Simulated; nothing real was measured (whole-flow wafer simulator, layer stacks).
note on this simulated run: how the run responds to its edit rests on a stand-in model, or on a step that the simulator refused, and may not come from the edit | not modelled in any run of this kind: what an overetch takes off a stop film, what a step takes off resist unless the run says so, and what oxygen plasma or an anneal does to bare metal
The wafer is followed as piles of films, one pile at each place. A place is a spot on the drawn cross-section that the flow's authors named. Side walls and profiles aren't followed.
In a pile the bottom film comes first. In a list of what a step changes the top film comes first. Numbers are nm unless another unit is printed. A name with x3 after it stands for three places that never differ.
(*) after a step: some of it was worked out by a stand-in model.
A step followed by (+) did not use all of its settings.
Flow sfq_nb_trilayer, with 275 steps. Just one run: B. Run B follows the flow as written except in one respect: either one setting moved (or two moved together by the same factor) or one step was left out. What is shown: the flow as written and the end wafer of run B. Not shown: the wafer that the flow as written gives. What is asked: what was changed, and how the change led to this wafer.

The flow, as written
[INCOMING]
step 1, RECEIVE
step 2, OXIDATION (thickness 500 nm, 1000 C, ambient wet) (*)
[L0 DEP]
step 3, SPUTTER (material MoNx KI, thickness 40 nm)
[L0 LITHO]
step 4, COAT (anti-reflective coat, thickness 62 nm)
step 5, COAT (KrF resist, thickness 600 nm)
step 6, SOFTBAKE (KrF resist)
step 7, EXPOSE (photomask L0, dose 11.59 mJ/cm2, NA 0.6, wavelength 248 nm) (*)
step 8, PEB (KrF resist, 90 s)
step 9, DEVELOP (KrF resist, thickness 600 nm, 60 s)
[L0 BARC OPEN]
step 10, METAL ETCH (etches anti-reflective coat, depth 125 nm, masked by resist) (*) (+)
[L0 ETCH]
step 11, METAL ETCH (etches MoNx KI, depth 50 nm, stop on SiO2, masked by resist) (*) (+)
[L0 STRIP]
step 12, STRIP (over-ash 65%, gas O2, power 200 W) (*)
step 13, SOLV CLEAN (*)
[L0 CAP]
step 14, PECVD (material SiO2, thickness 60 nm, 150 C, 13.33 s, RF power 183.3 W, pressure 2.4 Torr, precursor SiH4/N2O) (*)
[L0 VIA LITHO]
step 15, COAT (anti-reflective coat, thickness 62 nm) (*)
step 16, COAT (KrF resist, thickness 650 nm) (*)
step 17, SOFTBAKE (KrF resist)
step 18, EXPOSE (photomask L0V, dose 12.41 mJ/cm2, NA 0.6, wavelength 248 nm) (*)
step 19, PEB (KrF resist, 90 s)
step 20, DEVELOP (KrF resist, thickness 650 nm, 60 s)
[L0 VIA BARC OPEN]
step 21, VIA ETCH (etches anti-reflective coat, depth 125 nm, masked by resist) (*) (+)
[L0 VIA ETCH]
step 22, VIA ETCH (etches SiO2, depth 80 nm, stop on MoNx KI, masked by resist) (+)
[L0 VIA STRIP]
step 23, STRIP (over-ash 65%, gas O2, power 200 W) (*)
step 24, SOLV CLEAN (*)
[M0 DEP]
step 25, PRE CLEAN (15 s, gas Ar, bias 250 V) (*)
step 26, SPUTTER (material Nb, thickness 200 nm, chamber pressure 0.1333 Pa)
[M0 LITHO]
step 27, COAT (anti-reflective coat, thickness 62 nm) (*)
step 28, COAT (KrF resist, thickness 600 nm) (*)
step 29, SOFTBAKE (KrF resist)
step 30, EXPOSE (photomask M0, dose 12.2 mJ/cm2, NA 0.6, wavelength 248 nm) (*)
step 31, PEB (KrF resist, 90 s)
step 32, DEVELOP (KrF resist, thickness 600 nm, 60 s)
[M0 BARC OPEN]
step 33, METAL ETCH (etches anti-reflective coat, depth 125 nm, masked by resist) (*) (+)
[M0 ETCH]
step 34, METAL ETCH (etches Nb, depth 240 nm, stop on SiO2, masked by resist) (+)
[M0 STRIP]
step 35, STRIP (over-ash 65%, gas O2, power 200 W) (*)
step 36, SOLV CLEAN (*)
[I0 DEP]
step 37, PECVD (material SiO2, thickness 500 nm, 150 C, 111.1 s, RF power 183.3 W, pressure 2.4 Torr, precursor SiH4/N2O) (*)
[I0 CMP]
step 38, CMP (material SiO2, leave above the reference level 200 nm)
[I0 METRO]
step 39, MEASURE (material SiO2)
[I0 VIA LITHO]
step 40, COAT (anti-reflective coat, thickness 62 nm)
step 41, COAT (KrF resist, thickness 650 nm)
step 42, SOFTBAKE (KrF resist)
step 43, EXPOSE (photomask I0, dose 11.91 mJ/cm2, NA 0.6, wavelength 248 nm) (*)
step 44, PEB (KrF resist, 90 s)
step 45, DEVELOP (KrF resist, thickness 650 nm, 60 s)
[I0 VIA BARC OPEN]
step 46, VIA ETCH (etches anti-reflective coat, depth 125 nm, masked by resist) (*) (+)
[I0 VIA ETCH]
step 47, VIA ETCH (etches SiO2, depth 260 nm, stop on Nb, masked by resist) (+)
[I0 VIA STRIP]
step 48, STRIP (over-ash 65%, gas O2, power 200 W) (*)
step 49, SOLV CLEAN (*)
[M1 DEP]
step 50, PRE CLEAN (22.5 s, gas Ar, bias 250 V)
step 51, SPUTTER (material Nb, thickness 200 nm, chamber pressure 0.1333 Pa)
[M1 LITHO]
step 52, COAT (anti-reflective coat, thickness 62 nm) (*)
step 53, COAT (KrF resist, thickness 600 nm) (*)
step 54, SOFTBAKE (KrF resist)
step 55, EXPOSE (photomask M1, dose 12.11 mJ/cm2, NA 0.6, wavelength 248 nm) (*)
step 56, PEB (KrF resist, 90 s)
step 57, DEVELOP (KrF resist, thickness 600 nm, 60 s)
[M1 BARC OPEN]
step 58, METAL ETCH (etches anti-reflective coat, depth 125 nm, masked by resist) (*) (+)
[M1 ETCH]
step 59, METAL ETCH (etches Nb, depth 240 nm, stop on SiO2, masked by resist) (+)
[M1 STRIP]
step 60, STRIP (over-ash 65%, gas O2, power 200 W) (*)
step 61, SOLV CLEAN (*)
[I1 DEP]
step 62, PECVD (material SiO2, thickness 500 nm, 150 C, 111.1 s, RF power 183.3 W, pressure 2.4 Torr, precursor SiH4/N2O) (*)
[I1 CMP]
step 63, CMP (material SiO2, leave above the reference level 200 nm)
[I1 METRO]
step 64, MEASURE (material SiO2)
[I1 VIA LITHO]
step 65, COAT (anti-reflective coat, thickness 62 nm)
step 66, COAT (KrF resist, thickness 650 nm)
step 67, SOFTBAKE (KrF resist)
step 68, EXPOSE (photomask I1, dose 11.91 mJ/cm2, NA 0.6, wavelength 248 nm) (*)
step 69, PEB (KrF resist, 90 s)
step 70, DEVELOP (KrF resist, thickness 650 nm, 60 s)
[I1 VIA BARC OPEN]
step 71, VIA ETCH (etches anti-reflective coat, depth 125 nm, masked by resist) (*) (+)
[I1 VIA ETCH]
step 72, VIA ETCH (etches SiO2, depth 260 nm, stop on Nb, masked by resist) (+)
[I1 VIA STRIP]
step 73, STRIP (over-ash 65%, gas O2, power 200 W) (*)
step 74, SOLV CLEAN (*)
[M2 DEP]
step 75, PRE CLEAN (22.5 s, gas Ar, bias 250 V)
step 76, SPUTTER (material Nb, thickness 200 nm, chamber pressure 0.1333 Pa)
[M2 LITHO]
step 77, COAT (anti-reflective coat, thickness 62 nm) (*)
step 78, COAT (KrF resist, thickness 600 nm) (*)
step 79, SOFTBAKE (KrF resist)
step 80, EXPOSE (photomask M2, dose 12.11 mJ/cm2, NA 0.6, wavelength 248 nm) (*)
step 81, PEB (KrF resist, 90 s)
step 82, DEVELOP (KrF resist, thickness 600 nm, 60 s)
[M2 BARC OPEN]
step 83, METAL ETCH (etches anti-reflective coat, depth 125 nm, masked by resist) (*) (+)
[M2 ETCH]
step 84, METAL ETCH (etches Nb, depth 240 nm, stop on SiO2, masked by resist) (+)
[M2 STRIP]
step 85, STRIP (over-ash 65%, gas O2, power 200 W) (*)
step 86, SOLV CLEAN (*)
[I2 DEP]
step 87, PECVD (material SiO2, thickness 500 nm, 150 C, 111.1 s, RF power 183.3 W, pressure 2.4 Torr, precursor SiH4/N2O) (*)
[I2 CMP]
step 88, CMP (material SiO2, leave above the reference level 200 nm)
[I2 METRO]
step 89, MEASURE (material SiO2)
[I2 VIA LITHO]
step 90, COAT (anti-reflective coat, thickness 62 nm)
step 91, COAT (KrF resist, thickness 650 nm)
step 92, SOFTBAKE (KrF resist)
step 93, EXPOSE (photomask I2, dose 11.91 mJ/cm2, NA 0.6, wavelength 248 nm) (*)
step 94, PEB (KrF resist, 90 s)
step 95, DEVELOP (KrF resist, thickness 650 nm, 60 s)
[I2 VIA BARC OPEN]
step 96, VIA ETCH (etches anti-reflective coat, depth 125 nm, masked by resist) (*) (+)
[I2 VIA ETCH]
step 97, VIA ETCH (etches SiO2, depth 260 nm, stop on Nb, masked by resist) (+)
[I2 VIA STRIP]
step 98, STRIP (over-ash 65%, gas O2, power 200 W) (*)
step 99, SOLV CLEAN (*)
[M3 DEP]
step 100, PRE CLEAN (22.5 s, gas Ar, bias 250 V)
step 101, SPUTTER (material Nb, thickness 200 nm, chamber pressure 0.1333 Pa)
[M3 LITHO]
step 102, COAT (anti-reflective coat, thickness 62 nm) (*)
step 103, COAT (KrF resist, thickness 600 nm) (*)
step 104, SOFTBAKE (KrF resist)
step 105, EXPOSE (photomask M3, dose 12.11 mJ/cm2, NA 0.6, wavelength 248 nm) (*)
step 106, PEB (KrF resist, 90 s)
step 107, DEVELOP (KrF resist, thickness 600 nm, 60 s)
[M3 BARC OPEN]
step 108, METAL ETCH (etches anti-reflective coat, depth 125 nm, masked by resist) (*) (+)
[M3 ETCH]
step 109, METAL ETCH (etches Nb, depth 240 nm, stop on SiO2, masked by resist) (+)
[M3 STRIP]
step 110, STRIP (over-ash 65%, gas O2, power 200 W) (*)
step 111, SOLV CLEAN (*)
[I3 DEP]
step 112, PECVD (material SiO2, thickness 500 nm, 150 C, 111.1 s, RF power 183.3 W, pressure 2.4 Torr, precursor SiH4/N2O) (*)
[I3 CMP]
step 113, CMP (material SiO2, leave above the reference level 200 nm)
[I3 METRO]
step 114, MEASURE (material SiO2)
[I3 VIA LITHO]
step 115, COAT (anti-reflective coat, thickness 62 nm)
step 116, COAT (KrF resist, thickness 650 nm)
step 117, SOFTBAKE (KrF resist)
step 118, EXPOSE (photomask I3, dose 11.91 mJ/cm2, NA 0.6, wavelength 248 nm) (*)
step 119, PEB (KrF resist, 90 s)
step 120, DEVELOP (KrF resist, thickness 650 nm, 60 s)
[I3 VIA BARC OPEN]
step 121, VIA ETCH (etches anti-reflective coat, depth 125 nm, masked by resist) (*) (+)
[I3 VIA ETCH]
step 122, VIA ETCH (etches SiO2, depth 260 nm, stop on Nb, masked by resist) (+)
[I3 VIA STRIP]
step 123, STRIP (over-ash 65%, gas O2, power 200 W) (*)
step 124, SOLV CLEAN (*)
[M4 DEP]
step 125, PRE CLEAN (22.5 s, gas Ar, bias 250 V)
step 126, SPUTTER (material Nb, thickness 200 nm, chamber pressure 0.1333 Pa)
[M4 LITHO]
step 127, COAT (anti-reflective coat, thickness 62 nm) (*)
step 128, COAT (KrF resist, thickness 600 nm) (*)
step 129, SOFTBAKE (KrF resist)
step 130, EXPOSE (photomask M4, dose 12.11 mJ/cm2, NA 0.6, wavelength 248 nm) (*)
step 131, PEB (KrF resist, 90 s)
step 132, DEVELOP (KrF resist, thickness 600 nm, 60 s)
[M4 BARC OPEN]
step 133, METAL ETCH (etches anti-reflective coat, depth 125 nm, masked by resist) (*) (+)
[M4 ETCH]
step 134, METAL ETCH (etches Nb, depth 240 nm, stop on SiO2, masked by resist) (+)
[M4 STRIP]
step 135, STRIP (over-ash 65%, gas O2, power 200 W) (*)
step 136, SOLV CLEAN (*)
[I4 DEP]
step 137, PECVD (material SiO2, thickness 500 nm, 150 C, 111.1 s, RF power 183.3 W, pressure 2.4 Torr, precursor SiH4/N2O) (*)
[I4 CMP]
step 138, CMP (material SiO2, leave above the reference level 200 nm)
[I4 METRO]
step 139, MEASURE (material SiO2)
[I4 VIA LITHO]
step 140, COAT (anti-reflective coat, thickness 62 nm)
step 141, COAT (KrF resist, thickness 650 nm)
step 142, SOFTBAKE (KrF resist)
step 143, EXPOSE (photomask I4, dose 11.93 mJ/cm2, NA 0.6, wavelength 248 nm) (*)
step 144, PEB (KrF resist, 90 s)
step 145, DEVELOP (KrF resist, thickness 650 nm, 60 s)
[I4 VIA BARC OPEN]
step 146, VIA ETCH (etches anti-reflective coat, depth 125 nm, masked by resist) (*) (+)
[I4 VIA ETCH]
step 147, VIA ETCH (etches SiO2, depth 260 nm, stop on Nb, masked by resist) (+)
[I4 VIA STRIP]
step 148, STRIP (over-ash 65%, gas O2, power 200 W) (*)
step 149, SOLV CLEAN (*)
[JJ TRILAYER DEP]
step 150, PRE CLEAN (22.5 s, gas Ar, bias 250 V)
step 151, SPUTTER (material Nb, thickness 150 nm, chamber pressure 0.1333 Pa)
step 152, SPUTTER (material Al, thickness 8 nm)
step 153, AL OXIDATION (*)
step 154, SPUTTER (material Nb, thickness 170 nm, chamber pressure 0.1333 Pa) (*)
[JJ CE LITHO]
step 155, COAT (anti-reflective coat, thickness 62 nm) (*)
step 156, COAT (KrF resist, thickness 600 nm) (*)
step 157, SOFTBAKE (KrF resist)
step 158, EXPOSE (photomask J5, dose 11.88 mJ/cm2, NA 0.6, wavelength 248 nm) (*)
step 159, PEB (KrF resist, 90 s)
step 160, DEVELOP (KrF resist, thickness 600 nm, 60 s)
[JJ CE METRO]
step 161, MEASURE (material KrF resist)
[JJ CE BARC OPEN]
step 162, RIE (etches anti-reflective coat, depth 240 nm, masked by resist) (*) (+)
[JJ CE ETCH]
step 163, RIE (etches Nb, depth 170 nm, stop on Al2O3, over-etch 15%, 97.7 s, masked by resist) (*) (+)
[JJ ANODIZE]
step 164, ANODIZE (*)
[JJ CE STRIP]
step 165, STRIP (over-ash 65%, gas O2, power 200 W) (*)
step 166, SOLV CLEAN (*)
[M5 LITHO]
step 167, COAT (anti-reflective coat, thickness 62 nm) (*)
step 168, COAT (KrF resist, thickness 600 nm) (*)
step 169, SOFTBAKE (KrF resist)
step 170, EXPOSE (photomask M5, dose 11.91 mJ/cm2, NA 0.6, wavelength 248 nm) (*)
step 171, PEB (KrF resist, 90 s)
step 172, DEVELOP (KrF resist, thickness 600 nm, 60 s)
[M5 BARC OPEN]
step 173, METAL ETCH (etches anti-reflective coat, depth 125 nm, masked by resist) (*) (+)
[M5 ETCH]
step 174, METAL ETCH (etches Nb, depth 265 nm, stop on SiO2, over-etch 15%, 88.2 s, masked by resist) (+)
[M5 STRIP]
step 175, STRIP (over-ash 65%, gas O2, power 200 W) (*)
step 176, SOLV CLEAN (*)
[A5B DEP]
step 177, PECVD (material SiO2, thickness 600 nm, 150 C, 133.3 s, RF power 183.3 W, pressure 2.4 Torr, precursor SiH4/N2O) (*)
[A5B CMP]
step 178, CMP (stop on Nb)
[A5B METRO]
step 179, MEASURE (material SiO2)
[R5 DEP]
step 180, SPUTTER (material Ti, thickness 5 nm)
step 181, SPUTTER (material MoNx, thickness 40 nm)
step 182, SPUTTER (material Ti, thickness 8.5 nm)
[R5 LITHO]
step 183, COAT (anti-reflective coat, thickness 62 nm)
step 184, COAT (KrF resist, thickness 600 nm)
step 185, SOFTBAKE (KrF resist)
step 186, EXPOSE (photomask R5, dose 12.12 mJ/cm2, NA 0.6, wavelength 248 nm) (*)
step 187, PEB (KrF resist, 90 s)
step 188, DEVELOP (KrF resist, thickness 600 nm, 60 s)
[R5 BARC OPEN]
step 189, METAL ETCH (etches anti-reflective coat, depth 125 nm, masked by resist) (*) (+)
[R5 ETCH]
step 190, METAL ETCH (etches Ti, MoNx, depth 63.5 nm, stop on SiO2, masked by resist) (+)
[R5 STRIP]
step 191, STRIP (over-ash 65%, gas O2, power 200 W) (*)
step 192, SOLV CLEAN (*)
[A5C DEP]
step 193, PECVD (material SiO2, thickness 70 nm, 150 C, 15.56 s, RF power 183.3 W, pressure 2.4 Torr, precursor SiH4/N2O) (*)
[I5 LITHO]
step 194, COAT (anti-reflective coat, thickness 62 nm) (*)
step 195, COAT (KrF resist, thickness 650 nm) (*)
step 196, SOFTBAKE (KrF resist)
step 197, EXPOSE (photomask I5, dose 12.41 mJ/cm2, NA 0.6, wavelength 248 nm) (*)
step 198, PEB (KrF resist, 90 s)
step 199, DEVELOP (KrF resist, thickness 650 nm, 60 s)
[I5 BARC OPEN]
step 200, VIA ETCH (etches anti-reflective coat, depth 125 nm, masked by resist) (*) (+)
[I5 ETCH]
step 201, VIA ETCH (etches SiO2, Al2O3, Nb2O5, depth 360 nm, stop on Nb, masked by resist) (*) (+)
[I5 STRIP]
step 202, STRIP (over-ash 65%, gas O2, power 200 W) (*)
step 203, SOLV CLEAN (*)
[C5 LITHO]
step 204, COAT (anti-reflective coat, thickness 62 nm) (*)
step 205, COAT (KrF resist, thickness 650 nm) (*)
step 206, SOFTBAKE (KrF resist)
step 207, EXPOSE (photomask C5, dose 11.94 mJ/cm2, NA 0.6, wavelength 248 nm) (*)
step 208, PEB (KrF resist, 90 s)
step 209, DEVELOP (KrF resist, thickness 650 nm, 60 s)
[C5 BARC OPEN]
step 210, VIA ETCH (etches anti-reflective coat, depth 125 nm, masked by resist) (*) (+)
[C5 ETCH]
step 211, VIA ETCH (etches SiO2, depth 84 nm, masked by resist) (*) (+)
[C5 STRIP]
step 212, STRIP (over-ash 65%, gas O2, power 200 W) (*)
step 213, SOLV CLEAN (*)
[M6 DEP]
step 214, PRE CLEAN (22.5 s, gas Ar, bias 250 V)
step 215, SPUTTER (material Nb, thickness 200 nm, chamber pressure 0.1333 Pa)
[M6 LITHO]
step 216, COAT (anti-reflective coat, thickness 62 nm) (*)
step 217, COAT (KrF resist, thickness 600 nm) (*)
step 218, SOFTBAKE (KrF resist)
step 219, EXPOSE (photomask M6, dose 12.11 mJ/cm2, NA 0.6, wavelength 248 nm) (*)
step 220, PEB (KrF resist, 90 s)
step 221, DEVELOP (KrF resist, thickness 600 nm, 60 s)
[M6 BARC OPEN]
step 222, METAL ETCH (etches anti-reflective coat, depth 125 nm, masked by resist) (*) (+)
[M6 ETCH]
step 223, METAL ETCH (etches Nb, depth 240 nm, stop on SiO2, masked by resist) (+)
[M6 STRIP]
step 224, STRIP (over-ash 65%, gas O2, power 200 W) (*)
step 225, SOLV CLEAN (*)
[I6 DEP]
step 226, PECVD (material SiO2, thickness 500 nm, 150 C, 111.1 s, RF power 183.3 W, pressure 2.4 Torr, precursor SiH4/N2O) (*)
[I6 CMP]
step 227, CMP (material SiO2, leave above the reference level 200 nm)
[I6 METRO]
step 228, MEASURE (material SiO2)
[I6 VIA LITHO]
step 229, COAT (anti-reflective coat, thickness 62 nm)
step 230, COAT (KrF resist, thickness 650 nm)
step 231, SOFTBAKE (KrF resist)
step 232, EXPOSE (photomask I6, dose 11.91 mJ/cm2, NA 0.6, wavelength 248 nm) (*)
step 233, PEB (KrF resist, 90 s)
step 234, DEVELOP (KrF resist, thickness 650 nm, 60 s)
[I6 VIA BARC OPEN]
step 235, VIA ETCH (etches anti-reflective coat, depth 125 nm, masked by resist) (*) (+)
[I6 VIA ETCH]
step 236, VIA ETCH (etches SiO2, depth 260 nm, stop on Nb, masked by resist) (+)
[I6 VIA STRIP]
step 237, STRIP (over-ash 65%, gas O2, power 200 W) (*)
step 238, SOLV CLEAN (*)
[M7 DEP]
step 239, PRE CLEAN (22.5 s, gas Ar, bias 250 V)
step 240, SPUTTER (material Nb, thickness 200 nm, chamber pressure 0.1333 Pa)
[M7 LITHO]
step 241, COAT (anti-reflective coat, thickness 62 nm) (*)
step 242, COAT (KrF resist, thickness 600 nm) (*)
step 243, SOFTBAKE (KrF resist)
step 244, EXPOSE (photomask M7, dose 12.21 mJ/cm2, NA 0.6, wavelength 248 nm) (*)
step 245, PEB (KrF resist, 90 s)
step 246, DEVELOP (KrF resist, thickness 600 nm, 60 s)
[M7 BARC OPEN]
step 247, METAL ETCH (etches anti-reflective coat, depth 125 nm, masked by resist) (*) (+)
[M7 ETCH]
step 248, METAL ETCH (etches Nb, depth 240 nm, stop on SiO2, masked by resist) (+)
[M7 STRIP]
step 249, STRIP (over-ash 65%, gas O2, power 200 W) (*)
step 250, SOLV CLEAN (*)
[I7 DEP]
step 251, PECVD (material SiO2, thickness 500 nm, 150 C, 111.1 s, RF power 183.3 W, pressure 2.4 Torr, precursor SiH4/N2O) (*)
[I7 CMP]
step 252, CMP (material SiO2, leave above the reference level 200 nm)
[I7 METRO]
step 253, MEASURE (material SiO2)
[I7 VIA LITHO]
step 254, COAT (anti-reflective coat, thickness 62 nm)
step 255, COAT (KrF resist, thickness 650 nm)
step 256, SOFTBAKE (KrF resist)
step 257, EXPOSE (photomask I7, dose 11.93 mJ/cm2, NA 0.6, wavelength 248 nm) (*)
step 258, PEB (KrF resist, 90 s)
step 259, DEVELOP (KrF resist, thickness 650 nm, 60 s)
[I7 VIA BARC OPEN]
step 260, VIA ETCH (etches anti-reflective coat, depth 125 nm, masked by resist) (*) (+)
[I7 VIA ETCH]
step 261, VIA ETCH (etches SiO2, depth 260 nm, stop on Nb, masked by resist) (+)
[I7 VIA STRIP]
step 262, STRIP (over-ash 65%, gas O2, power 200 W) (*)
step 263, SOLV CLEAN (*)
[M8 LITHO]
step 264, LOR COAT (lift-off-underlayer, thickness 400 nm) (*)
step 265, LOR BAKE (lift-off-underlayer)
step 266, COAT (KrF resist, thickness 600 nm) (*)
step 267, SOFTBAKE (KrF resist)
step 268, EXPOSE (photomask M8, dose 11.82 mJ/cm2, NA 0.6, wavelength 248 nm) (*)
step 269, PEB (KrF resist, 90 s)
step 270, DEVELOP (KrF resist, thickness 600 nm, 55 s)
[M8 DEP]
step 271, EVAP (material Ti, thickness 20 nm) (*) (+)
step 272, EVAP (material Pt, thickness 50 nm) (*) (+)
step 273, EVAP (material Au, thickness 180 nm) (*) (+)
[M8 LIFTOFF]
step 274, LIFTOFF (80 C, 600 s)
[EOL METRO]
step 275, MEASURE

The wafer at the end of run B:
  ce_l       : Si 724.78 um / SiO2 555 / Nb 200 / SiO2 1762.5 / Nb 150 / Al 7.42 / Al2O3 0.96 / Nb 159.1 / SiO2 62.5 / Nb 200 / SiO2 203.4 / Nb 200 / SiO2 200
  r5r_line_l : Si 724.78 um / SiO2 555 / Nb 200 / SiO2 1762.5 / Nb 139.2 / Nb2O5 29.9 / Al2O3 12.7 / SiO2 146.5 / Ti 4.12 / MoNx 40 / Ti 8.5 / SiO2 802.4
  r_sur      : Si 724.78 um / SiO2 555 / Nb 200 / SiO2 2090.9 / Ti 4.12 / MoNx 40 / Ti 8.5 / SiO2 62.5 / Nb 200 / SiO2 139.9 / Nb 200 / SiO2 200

What caused this: step 180, SPUTTER: thickness 4.12 nm was run, whereas the flow has thickness 5 nm.
One can read it off the wafer: r5r_line_l has Ti 4.12, and step 180 as written asks for 5 nm.

How this came from the change, step by step:
  step 180, SPUTTER (material Ti, thickness 5 nm)
      field_l, v_sur, via_wl and 103 more: Ti gains 4.12 (new film) (in the flow as written it would be: Ti gains 5 (new film))
  step 190, METAL ETCH (etches Ti, MoNx, depth 63.5 nm, stop on SiO2, masked by resist) (+)
      field_l, v_sur, via_wl and 92 more: Ti loses 8.5 (all of it), MoNx loses 40 (all of it), Ti loses 4.12 (all of it) (in the flow as written it would be: Ti loses 8.5 (all of it), MoNx loses 40 (all of it), Ti loses 5 (all of it))
      ce_l, c5j, ce_r, wl_jj: Ti loses 8.5 (all of it), MoNx loses 40 (all of it), Ti loses 4.12 (all of it), Nb loses 10.9 (in the flow as written it would be: Ti loses 8.5 (all of it), MoNx loses 40 (all of it), Ti loses 5 (all of it), Nb loses 10)
